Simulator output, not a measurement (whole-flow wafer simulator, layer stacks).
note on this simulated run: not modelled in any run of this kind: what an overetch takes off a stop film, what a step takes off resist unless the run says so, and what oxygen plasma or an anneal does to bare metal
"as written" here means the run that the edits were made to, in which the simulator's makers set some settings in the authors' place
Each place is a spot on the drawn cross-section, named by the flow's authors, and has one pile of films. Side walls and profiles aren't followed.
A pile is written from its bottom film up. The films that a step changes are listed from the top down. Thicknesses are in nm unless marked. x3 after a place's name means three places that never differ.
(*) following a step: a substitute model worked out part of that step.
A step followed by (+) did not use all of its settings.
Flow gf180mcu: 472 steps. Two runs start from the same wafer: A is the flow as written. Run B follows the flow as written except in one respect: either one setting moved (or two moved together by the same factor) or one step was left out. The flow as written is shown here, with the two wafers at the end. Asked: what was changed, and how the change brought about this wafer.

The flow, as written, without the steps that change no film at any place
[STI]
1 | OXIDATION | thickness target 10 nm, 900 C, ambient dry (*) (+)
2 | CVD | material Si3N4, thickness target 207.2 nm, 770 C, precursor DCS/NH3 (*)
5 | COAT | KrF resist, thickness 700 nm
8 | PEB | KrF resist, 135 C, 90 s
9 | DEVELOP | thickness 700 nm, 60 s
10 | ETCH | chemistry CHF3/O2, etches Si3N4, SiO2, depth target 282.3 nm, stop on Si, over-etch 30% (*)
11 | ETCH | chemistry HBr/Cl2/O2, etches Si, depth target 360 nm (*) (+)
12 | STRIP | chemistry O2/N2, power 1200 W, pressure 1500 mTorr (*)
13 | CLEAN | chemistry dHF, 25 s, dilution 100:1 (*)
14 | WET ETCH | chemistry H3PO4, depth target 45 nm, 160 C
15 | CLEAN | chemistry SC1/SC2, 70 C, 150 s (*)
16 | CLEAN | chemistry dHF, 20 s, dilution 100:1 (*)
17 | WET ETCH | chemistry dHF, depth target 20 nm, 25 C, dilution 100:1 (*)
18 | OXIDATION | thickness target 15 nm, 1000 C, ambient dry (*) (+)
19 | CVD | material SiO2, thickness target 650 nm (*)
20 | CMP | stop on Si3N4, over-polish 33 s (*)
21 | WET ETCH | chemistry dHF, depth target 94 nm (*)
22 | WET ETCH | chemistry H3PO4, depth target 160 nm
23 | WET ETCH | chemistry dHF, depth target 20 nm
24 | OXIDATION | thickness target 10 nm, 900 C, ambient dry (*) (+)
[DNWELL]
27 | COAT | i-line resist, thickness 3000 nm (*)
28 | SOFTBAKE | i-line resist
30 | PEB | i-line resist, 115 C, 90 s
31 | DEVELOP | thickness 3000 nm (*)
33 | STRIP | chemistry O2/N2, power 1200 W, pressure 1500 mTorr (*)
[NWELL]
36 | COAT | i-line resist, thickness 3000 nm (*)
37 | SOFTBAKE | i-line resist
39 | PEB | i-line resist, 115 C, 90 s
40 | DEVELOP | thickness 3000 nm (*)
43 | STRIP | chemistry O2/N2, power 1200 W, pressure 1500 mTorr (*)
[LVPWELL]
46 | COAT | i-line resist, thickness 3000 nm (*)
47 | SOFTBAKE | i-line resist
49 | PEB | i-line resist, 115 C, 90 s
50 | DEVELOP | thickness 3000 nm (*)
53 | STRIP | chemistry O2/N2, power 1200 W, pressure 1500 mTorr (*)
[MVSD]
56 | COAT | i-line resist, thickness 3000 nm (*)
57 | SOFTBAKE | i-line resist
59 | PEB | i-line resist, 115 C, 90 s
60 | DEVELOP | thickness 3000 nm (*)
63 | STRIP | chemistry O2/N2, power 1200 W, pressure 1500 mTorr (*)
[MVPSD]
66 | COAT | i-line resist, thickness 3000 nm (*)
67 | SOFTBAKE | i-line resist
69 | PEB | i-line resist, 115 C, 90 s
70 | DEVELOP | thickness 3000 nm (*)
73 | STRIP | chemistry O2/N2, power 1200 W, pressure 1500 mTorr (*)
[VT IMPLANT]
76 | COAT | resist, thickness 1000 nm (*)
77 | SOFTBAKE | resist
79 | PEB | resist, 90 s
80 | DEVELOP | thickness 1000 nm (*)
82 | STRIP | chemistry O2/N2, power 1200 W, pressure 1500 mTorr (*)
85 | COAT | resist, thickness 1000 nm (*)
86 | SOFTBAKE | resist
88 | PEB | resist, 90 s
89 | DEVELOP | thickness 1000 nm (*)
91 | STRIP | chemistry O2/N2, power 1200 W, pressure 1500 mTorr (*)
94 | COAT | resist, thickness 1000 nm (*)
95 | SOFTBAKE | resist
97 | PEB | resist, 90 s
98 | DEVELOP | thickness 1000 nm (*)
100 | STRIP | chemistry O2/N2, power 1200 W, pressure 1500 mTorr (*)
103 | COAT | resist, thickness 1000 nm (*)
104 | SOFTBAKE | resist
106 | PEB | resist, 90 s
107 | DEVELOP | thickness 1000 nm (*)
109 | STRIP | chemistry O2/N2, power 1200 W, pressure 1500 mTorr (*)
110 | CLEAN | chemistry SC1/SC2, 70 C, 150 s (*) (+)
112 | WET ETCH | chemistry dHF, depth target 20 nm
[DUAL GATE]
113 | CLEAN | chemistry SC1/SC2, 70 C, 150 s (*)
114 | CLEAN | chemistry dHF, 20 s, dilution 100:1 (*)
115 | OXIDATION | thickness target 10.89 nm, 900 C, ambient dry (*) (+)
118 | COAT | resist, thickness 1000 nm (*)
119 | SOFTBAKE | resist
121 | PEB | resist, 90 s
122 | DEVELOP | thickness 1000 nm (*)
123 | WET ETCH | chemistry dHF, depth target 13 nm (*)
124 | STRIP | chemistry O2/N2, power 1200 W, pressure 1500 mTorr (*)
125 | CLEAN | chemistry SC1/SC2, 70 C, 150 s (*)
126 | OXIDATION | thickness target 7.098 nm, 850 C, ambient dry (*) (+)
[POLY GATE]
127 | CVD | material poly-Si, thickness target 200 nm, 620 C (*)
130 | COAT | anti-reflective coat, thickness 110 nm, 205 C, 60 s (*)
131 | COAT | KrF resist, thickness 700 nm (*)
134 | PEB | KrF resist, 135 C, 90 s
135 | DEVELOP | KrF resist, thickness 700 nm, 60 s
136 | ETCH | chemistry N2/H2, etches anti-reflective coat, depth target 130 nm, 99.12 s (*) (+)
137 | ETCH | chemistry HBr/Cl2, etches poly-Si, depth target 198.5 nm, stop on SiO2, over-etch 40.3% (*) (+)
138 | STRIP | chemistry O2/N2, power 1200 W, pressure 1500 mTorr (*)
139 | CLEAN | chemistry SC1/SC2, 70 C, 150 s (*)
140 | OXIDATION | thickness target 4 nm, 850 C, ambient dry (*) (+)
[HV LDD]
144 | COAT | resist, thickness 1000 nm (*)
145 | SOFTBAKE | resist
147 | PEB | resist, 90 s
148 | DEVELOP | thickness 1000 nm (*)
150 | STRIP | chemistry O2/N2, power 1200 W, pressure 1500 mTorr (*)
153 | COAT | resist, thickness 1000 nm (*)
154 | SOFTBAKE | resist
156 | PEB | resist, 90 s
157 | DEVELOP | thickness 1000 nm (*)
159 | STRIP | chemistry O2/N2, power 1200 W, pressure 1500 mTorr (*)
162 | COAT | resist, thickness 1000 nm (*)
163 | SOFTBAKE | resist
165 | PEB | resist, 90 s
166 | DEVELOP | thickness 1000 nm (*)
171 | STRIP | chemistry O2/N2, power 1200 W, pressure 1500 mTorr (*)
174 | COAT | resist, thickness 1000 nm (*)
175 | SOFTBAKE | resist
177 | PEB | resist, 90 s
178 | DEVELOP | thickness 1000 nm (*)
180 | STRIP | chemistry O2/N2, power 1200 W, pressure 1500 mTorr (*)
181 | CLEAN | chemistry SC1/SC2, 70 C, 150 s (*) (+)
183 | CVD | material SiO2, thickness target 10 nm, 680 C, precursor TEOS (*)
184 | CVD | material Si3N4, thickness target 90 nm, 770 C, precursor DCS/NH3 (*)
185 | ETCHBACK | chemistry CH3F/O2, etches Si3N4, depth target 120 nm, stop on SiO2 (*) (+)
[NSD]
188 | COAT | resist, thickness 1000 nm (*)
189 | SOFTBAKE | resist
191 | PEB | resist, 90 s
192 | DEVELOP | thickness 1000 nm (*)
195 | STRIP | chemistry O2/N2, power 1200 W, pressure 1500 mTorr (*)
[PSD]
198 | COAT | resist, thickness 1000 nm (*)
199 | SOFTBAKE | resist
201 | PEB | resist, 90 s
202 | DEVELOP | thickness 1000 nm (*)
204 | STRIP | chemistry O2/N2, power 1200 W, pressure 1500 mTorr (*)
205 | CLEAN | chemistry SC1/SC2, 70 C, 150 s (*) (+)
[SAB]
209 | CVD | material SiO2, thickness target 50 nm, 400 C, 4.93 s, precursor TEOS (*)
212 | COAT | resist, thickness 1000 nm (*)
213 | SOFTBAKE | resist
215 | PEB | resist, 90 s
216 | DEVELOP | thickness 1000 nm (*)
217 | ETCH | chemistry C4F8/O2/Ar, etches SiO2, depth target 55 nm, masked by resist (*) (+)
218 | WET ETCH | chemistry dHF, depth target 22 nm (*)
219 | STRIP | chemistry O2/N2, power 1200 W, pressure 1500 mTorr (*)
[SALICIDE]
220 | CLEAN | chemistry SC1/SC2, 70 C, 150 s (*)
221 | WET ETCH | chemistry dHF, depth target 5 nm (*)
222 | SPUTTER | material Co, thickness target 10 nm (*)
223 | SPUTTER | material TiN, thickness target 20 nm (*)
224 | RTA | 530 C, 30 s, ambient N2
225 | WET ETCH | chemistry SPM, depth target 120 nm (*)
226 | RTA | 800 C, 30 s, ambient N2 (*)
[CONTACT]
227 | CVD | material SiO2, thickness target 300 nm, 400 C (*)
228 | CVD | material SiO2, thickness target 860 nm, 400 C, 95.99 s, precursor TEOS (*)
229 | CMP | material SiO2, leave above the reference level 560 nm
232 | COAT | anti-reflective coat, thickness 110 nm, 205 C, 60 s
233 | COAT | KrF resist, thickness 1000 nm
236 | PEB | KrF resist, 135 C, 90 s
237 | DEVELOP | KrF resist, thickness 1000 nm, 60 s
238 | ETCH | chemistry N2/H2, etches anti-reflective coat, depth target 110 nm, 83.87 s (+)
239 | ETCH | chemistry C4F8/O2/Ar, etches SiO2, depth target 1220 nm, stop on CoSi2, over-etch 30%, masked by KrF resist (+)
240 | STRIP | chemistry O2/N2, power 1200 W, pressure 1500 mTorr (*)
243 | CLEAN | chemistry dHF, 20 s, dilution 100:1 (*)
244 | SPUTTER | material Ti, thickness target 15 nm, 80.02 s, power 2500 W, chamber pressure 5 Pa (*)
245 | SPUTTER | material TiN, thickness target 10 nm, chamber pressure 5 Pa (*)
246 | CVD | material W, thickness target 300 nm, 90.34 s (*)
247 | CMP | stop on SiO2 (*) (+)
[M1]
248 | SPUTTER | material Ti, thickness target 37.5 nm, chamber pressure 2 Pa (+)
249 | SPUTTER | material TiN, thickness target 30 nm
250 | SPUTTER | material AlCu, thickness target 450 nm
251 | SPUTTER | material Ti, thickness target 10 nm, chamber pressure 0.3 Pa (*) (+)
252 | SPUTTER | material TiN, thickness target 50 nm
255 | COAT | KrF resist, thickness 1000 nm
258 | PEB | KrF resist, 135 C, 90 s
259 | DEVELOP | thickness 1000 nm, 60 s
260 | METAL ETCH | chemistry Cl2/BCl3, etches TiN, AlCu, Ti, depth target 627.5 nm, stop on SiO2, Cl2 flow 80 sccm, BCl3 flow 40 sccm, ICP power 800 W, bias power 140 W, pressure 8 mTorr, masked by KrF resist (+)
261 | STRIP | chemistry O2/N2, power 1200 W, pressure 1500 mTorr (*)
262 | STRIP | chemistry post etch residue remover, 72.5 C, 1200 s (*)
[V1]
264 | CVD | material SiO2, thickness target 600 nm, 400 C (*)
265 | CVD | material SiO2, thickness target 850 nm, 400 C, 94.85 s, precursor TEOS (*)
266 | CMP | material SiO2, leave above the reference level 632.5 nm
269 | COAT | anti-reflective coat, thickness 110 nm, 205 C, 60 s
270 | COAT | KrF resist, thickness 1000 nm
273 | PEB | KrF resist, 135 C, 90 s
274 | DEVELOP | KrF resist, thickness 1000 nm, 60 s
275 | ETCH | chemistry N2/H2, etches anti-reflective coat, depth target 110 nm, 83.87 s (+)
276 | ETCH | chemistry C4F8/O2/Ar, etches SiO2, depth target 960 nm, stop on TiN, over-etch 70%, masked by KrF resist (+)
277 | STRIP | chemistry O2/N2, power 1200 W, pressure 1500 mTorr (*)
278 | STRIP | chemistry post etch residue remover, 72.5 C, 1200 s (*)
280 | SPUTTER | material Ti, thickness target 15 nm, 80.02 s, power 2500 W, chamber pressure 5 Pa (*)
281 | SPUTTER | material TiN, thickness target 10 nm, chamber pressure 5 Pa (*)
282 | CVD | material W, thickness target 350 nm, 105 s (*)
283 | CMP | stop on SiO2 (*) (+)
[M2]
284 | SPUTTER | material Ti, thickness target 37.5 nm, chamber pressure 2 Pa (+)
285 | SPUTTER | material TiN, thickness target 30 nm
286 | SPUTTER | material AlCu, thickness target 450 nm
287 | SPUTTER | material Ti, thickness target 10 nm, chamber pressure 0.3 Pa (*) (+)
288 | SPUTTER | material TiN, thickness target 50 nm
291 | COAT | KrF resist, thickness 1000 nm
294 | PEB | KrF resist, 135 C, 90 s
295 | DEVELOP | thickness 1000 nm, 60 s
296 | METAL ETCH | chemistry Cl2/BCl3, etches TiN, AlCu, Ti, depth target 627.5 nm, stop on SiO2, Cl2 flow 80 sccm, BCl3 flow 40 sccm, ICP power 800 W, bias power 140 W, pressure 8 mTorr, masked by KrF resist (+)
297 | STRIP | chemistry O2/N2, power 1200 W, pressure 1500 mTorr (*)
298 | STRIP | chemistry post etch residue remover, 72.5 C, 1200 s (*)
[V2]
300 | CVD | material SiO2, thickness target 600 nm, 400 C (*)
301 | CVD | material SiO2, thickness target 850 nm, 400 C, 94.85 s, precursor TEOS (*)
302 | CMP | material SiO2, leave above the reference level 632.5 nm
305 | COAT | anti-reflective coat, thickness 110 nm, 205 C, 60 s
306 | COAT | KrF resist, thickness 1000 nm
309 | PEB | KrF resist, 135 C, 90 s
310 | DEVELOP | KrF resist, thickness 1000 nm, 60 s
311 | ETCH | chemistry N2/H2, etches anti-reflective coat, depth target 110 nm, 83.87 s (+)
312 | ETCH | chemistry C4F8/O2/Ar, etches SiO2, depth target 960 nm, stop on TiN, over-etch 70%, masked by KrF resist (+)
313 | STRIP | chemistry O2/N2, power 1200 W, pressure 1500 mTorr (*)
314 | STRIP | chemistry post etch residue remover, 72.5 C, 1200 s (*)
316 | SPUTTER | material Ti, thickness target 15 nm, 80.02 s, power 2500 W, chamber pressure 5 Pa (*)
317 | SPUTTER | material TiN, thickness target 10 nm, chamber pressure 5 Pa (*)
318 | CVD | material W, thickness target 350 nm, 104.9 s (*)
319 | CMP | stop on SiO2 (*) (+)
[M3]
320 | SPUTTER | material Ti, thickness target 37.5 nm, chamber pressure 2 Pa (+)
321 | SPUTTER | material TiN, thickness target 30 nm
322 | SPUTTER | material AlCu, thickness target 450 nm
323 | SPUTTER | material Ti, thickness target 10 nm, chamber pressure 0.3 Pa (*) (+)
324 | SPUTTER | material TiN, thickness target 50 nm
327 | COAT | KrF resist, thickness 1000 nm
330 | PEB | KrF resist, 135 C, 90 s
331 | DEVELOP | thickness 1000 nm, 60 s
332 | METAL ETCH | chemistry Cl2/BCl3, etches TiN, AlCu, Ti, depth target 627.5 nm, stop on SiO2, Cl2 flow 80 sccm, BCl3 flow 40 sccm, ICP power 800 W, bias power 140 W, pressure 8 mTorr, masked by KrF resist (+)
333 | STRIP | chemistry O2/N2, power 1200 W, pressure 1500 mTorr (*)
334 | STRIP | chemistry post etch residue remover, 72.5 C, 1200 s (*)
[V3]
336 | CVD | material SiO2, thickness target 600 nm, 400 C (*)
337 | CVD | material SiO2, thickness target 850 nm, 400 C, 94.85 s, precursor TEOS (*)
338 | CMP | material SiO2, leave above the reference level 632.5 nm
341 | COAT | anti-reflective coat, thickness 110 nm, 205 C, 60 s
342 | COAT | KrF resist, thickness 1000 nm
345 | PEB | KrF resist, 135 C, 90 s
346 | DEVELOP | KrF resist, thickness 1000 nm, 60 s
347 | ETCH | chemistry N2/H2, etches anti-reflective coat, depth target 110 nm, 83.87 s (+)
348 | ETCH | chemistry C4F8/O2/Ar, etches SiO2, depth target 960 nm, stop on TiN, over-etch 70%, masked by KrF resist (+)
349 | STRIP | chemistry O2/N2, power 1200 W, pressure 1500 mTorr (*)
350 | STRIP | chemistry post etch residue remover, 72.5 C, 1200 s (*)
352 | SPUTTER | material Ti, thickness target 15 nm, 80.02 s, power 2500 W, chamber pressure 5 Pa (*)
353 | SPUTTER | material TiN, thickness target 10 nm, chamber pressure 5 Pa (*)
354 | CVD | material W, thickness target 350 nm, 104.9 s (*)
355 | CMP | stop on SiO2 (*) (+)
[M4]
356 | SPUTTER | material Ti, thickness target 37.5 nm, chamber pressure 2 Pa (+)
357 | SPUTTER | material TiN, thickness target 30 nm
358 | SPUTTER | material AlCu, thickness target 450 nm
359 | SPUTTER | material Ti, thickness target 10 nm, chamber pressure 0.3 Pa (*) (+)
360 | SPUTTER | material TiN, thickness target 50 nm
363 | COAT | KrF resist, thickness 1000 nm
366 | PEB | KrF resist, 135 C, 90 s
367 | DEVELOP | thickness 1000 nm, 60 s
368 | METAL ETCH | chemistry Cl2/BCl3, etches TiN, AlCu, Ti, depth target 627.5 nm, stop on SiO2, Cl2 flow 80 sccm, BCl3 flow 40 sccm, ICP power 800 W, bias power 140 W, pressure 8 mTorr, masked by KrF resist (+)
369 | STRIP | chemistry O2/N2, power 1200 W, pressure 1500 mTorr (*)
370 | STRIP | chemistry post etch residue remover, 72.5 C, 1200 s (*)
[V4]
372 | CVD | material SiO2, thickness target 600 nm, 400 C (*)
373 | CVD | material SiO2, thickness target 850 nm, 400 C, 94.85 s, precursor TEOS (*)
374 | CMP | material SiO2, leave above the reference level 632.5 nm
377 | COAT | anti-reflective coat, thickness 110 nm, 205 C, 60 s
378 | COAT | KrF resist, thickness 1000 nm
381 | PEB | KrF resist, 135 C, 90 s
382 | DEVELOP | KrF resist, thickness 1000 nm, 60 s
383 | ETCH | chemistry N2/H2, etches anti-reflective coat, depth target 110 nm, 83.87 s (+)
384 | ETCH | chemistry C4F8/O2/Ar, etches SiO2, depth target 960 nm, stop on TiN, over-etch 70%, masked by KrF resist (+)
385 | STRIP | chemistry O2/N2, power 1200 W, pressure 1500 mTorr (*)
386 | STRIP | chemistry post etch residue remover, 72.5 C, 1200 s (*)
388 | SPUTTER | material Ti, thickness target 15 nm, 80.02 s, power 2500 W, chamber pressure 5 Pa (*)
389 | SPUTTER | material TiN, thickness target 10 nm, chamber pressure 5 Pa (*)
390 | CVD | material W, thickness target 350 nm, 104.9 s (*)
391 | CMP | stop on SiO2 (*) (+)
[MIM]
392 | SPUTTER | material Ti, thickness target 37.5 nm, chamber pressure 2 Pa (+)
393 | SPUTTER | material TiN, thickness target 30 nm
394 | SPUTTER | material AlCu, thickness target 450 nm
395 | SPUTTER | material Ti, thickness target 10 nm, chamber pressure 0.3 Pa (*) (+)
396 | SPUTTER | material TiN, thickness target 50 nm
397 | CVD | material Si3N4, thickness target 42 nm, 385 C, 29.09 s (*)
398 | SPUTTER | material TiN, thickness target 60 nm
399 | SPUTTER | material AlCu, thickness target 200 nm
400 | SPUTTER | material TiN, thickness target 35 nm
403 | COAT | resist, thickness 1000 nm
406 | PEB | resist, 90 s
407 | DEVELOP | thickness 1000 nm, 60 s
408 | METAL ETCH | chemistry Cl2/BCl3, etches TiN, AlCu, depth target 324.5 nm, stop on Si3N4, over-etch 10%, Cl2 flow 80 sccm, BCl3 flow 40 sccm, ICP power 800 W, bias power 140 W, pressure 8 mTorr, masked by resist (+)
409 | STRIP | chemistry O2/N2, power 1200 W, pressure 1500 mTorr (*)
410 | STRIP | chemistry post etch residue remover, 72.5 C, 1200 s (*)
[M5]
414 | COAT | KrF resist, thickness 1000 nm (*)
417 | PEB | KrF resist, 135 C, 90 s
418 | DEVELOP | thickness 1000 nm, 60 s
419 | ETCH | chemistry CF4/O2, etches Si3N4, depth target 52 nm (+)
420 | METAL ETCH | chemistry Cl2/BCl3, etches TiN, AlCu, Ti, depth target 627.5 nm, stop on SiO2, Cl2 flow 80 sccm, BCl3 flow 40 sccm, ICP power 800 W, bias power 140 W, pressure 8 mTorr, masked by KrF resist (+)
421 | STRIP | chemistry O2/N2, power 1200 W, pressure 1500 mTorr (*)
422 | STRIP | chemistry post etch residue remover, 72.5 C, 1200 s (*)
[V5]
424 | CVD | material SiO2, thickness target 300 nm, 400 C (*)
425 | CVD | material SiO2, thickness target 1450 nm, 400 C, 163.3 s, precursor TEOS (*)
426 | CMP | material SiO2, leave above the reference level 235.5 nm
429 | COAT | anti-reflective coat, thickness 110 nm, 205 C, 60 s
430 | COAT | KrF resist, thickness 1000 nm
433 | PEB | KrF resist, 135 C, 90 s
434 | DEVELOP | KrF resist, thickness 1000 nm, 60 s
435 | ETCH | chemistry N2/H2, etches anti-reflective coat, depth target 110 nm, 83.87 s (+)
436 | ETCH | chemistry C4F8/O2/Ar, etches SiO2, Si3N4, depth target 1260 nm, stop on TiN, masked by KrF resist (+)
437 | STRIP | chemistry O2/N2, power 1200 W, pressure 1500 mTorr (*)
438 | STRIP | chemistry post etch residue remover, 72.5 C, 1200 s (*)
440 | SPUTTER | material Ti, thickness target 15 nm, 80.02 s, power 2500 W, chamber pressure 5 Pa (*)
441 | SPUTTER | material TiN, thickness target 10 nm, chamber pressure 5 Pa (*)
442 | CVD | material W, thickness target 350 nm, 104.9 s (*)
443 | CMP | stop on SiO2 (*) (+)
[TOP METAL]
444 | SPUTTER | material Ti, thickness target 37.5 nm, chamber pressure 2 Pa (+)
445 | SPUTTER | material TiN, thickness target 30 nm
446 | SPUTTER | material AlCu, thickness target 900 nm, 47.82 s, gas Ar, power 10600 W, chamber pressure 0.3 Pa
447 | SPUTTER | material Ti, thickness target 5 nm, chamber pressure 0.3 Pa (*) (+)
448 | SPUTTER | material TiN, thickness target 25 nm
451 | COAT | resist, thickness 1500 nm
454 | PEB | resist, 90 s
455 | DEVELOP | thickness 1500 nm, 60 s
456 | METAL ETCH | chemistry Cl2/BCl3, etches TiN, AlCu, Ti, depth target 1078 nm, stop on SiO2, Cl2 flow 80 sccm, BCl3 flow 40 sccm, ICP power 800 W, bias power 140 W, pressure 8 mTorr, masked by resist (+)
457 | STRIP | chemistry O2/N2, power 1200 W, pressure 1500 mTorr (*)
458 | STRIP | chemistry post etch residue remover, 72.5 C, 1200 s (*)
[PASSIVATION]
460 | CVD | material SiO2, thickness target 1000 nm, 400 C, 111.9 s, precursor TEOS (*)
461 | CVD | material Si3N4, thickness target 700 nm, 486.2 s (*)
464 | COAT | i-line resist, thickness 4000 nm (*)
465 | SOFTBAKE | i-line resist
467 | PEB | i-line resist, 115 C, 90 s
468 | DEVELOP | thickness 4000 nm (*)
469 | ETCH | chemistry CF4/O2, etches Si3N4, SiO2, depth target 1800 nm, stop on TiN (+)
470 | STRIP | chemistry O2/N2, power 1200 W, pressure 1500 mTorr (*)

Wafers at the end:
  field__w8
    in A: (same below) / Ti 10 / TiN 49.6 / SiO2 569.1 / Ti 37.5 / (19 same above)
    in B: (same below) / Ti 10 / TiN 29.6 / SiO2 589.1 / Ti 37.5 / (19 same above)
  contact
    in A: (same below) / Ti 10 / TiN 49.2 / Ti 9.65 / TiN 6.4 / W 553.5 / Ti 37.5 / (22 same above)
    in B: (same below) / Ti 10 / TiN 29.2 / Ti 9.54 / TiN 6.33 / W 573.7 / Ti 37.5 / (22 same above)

The reason: step 324, SPUTTER: thickness target 30 nm was run, though the flow has thickness target 50 nm.

How this came from the change, step by step:
  324 | SPUTTER | material TiN, thickness target 50 nm
      field, field__w1, field__w2 and 108 more: A TiN gains 50 (new film) | B TiN gains 30 (new film)
  332 | METAL ETCH | chemistry Cl2/BCl3, etches TiN, AlCu, Ti, depth target 627.5 nm, stop on SiO2, Cl2 flow 80 sccm, BCl3 flow 40 sccm, ICP power 800 W, bias power 140 W, pressure 8 mTorr, masked by KrF resist (+)
      field, field__w1, field__w2 and 103 more: A TiN loses 50 (all of it), Ti loses 10 (all of it), AlCu loses 450 (all of it), TiN loses 30 (all of it), Ti loses 37.5 (all of it) | B TiN loses 30 (all of it), Ti loses 10 (all of it), AlCu loses 450 (all of it), TiN loses 30 (all of it), Ti loses 37.5 (all of it)
  338 | CMP | material SiO2, leave above the reference level 632.5 nm
      field__w8, contact, m1, m1__w1, m1_nw: A SiO2 loses 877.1 | B SiO2 loses 857.1
  348 | ETCH | chemistry C4F8/O2/Ar, etches SiO2, depth target 960 nm, stop on TiN, over-etch 70%, masked by KrF resist (+)
      contact: A SiO2 loses 572.1 (all of it) | B SiO2 loses 592.1 (all of it)
  354 | CVD | material W, thickness target 350 nm, 104.9 s (*)
      contact: A W gains 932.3 (new film) | B W gains 952.5 (new film)
